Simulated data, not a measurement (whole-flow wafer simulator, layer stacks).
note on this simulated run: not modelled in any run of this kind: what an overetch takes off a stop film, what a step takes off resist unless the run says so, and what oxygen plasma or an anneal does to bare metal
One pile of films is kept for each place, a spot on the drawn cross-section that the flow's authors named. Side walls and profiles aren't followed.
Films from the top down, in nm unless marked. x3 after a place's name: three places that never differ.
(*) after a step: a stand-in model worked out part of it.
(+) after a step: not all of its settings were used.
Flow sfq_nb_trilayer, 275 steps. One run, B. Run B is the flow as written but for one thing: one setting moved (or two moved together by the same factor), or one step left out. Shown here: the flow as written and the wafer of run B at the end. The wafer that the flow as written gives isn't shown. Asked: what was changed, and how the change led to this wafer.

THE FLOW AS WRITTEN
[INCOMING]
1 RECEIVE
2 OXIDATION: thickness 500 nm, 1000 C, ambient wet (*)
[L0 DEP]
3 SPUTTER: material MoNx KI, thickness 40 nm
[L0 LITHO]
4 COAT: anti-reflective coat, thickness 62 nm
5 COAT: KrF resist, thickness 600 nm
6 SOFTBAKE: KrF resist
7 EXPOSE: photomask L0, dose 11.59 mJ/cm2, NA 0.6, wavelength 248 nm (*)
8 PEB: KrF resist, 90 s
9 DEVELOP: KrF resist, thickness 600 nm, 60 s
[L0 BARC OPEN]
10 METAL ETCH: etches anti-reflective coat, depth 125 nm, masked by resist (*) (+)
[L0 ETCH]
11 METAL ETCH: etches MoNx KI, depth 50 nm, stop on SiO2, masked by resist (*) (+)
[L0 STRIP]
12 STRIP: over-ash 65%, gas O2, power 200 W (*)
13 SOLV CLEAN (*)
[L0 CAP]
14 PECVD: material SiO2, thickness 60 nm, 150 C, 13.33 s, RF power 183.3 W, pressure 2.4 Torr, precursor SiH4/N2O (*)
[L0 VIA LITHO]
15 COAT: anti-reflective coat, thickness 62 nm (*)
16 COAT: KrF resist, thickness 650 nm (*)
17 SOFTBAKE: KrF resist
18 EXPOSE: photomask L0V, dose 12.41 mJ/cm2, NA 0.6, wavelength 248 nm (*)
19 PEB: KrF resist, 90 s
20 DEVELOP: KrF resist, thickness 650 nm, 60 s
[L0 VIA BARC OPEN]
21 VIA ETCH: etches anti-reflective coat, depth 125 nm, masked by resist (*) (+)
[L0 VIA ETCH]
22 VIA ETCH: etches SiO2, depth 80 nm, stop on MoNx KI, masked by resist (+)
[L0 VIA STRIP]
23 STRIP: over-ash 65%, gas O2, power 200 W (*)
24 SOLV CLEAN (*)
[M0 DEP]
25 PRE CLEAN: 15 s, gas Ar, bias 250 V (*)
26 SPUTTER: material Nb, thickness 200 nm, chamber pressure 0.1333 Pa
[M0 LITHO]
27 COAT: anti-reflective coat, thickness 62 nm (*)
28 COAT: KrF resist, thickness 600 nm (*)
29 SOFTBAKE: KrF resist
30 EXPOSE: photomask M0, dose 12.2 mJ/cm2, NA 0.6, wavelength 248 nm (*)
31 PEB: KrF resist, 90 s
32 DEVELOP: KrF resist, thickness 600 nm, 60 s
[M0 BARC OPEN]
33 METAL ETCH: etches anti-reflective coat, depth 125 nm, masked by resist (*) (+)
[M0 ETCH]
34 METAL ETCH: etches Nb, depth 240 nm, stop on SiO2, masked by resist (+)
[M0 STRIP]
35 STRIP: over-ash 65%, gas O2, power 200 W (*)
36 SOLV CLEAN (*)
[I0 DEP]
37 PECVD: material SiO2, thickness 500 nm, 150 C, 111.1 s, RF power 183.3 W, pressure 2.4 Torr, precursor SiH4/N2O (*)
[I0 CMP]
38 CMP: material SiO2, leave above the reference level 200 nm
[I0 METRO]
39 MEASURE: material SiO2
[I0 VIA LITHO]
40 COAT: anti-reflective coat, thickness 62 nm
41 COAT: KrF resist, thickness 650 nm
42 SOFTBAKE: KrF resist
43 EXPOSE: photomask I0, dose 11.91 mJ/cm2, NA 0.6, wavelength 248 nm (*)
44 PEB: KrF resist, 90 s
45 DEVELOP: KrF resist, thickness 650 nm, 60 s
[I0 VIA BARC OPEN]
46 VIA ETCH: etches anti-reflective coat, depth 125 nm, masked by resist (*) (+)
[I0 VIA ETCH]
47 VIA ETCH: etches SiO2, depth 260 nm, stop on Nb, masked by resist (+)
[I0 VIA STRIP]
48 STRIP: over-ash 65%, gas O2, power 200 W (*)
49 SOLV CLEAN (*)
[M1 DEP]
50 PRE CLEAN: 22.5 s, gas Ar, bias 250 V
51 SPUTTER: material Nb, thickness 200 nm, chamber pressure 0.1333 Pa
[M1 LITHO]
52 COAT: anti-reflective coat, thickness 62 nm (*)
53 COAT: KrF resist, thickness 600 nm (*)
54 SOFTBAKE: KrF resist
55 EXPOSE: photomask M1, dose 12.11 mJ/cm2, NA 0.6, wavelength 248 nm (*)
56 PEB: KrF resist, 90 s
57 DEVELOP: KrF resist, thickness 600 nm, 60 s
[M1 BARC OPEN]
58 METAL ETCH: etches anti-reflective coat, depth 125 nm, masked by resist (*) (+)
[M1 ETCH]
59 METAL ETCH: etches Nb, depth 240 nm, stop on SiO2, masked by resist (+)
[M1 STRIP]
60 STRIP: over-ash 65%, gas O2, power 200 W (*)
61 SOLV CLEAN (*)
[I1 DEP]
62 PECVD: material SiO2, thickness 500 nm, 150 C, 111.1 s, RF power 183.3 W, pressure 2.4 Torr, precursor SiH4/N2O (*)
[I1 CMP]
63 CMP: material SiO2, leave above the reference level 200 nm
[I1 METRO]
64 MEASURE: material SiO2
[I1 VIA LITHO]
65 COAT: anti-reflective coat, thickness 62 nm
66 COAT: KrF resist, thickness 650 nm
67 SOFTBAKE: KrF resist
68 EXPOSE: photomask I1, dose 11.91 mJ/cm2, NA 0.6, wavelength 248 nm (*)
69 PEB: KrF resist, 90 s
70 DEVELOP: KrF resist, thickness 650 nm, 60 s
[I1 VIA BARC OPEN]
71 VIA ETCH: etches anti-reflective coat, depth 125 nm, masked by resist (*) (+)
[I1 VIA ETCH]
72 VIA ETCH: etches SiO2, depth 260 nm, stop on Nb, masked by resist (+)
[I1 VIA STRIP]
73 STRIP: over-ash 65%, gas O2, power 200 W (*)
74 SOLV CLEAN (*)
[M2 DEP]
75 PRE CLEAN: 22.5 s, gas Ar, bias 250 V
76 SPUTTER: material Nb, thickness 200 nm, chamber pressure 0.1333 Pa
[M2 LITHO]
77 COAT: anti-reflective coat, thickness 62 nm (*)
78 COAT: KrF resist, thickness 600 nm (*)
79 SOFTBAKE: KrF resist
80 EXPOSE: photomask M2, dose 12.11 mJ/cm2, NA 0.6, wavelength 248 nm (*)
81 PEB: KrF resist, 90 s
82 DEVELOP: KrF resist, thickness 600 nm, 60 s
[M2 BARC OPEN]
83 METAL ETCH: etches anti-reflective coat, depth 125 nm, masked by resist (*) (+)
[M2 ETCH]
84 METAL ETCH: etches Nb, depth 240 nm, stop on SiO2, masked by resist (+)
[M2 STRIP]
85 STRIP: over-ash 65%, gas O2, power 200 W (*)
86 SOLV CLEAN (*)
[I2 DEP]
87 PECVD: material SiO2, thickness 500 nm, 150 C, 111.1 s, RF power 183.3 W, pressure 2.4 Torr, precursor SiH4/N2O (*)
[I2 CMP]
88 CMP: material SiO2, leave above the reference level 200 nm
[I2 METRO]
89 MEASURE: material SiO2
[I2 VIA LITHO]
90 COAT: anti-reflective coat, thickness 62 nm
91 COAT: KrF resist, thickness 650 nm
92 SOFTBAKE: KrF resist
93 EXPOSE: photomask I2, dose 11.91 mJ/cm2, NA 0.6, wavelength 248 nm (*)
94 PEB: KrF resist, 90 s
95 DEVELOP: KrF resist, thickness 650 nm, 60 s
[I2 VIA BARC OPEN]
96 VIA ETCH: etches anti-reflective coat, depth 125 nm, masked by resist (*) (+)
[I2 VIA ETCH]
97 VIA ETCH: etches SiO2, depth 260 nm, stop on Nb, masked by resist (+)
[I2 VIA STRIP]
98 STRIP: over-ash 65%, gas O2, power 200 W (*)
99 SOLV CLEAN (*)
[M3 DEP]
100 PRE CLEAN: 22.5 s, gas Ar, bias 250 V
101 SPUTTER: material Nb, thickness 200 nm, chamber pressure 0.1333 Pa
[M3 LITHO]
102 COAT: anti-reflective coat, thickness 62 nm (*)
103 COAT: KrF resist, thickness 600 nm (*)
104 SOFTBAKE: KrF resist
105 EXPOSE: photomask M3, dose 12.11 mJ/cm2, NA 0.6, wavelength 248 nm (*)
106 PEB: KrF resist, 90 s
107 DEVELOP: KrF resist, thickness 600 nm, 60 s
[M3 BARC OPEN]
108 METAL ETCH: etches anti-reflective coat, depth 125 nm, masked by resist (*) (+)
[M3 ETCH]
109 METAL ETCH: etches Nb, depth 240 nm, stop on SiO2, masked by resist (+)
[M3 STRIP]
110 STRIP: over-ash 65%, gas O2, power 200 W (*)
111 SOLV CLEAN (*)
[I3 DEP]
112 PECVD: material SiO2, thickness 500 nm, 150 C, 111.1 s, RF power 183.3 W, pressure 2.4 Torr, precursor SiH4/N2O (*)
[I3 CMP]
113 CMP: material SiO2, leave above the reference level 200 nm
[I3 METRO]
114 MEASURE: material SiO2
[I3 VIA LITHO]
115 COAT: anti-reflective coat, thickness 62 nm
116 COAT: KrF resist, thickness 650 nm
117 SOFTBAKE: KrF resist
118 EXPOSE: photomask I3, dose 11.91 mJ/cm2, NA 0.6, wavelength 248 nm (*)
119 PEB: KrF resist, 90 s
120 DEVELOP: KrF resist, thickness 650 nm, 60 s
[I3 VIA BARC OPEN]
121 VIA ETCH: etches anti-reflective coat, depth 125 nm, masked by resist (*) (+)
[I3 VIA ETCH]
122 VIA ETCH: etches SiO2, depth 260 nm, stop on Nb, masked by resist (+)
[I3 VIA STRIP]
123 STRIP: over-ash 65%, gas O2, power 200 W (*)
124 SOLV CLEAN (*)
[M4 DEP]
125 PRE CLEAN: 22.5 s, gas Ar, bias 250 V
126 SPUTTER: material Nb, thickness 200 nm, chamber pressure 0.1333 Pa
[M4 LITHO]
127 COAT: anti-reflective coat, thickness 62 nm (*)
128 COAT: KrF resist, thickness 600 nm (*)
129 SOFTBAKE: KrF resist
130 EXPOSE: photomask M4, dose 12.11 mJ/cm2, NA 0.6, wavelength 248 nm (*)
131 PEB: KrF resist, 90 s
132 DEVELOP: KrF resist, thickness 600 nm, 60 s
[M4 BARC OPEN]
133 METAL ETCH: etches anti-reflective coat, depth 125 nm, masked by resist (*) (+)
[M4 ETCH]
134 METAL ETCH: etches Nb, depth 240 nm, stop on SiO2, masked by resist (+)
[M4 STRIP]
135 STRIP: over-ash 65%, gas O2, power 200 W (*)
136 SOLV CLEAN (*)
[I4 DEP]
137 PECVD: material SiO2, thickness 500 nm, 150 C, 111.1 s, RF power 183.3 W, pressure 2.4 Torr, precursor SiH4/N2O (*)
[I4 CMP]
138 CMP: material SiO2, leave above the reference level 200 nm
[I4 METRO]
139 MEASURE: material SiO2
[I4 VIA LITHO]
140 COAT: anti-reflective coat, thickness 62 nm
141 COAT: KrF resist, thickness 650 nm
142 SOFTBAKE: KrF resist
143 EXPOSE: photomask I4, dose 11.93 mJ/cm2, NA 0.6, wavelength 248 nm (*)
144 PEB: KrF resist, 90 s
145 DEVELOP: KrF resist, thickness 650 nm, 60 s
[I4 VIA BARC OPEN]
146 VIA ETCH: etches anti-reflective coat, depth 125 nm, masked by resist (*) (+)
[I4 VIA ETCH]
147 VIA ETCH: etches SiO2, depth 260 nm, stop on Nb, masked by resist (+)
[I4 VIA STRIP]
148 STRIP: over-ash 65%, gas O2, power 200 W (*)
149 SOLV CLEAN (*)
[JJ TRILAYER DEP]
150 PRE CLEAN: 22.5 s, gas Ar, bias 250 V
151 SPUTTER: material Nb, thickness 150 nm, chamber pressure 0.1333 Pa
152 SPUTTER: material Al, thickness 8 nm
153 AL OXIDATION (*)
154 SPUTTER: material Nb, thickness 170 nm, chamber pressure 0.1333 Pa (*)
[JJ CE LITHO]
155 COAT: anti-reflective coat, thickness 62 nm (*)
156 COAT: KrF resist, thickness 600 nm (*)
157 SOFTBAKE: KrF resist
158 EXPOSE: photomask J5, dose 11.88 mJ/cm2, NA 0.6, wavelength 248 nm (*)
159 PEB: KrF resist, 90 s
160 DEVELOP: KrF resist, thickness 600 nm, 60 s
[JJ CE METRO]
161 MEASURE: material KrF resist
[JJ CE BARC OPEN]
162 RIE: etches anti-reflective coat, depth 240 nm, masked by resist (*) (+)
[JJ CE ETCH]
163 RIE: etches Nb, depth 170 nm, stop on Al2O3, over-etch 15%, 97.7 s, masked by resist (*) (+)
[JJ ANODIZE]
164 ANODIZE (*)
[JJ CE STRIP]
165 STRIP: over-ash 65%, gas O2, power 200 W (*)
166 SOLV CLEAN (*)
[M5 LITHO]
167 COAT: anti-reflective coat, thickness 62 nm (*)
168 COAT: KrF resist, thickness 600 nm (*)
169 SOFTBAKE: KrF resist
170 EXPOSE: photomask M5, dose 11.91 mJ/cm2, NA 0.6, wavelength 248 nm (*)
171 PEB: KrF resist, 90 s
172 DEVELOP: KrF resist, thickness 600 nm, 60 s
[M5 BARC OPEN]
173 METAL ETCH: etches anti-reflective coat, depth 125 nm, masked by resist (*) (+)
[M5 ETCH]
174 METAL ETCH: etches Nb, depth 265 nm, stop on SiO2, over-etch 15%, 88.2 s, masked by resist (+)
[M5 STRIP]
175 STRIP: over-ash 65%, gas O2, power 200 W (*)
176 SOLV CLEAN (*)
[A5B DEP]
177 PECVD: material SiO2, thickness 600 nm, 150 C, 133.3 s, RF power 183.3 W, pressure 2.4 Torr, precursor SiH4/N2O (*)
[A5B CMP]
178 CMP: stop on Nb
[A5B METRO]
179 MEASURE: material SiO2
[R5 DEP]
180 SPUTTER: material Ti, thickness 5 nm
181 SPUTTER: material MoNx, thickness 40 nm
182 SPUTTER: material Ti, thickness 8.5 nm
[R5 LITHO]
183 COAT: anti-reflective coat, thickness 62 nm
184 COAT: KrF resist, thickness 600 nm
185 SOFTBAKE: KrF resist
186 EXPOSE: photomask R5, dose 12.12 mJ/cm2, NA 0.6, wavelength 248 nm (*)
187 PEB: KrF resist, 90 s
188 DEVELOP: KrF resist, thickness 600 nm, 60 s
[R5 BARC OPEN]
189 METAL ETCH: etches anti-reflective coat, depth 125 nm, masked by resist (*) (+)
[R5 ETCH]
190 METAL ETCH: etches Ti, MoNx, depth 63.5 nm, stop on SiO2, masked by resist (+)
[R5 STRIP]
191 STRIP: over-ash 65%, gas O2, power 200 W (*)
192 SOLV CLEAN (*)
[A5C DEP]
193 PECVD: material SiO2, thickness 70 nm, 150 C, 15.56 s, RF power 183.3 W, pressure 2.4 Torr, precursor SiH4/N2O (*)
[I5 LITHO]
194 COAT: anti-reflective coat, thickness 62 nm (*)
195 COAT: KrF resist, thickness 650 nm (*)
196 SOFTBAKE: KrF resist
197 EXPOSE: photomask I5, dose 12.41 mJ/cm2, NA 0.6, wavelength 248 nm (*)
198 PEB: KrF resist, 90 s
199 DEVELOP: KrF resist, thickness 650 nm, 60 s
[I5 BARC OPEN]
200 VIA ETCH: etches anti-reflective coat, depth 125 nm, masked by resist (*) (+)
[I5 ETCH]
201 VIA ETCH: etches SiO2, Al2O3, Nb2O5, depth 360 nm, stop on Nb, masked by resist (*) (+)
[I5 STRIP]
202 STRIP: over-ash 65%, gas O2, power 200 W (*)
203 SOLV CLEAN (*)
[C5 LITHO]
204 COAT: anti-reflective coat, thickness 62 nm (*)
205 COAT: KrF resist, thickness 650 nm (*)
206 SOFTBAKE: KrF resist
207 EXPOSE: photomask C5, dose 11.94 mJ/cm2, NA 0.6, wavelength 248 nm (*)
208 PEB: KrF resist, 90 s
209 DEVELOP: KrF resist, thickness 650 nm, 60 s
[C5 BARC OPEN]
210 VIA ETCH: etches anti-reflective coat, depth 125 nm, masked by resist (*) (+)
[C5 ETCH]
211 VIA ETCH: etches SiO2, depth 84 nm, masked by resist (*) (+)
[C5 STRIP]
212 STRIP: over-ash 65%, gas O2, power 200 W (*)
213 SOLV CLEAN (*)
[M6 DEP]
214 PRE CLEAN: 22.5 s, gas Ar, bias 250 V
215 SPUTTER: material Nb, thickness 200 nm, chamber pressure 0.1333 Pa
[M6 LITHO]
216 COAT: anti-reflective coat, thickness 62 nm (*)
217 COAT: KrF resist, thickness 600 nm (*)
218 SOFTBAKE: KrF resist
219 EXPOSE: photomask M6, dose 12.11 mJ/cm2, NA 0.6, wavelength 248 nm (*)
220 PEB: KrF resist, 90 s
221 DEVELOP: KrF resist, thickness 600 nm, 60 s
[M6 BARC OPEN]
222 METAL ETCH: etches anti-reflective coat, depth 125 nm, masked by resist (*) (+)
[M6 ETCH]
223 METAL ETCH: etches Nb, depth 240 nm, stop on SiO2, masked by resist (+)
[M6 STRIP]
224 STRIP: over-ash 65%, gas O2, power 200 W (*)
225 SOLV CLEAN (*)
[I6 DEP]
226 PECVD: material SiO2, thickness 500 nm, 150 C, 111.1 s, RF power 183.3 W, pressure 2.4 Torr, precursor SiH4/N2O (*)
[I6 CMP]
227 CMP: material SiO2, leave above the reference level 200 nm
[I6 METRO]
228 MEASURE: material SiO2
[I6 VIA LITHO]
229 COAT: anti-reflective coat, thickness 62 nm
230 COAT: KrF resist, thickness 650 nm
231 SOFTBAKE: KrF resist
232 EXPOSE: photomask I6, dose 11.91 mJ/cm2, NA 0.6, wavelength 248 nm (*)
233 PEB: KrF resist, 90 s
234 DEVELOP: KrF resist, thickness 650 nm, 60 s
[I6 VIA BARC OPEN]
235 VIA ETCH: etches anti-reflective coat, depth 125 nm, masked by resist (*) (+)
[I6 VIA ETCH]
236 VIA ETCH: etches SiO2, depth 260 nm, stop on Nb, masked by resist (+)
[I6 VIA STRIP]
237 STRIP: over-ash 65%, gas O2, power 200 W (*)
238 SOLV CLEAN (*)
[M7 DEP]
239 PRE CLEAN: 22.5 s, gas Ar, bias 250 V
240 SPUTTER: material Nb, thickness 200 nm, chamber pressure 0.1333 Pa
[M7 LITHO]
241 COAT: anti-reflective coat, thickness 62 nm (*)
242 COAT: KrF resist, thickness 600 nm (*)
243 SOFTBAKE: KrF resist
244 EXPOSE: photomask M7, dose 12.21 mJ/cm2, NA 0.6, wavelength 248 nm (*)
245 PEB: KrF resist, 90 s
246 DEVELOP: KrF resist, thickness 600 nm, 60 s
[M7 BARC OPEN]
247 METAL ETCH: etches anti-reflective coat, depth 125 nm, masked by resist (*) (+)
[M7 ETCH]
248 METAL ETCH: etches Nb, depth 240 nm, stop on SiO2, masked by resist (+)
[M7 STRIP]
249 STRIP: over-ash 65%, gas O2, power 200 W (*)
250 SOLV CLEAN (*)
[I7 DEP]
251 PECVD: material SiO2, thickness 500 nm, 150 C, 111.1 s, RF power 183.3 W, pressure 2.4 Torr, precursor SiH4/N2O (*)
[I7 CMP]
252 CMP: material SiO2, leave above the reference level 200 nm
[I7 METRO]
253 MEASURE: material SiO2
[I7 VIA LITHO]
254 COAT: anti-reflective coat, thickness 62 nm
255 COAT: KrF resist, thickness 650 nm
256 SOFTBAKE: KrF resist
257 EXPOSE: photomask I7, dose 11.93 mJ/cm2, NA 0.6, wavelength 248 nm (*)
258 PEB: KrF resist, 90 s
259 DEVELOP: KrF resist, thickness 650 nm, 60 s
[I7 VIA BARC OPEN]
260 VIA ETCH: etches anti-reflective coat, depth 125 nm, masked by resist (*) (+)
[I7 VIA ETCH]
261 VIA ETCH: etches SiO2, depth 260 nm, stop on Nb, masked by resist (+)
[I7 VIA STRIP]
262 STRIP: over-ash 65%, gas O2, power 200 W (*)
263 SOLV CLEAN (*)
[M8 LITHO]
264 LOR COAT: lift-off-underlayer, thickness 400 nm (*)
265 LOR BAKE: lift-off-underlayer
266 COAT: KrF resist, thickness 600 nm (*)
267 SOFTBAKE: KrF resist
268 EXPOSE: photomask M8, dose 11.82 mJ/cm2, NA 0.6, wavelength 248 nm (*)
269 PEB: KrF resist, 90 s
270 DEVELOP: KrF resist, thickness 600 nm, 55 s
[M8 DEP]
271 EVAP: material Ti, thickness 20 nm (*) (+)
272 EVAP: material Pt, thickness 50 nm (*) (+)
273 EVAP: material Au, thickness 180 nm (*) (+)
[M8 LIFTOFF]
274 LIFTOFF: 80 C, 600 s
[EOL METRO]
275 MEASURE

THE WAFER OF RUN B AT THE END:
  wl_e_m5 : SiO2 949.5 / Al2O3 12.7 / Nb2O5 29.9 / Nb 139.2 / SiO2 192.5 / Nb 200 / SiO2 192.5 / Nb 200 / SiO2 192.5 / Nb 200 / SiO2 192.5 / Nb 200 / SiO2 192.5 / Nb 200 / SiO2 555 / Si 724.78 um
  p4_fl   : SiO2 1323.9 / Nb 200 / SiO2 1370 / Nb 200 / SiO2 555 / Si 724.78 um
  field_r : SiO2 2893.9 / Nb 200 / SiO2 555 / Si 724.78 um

The cause: step 240, SPUTTER: thickness 148 nm was run, where the flow has thickness 200 nm.

How the change led to this, step by step:
  240 SPUTTER: material Nb, thickness 200 nm, chamber pressure 0.1333 Pa
      field_l, v_sur, via_wl and 102 more: Nb +148 (new film) (as written it would be: Nb +200 (new film))
      via_v: Nb +119.1 (as written it would be: Nb +161.1)
  241 COAT: anti-reflective coat, thickness 62 nm (*)
      via_v: anti-reflective coat +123 (new film) (as written it would be: anti-reflective coat +126 (new film))
  248 METAL ETCH: etches Nb, depth 240 nm, stop on SiO2, masked by resist (+)
      field_l, field_r, lsp_l and 62 more: Nb -148 (all of it) (as written it would be: Nb -200 (all of it))
      v_sur, via_wl, via_w and 38 more: KrF resist -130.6 (as written it would be: KrF resist -141.2)
  249 STRIP: over-ash 65%, gas O2, power 200 W (*)
      wl_j_sl, wl_jj, wl_j_sr and 14 more: KrF resist -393 (all of it), anti-reflective coat -62 (all of it) (as written it would be: KrF resist -382.4 (all of it), anti-reflective coat -62 (all of it))
      ln_m5, lsp_m, ln_m6, lsp_r: KrF resist -392.5 (all of it), anti-reflective coat -61.8 (all of it) (as written it would be: KrF resist -381.9 (all of it), anti-reflective coat -61.8 (all of it))
      (and at 20 more places)
  251 PECVD: material SiO2, thickness 500 nm, 150 C, 111.1 s, RF power 183.3 W, pressure 2.4 Torr, precursor SiH4/N2O (*)
      m7r_space_l, m7r_space_r: SiO2 +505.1 (as written it would be: SiO2 +557.1)
      via_v: SiO2 +605.5 (new film) (as written it would be: SiO2 +621 (new film))
  252 CMP: material SiO2, leave above the reference level 200 nm
      field_l, p4_fl, p4_fm and 56 more: SiO2 -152 (as written it would be: SiO2 -100)
      field_r, lsp_l: SiO2 -135.5 (as written it would be: SiO2 -77.7)
      (and at 3 more places)
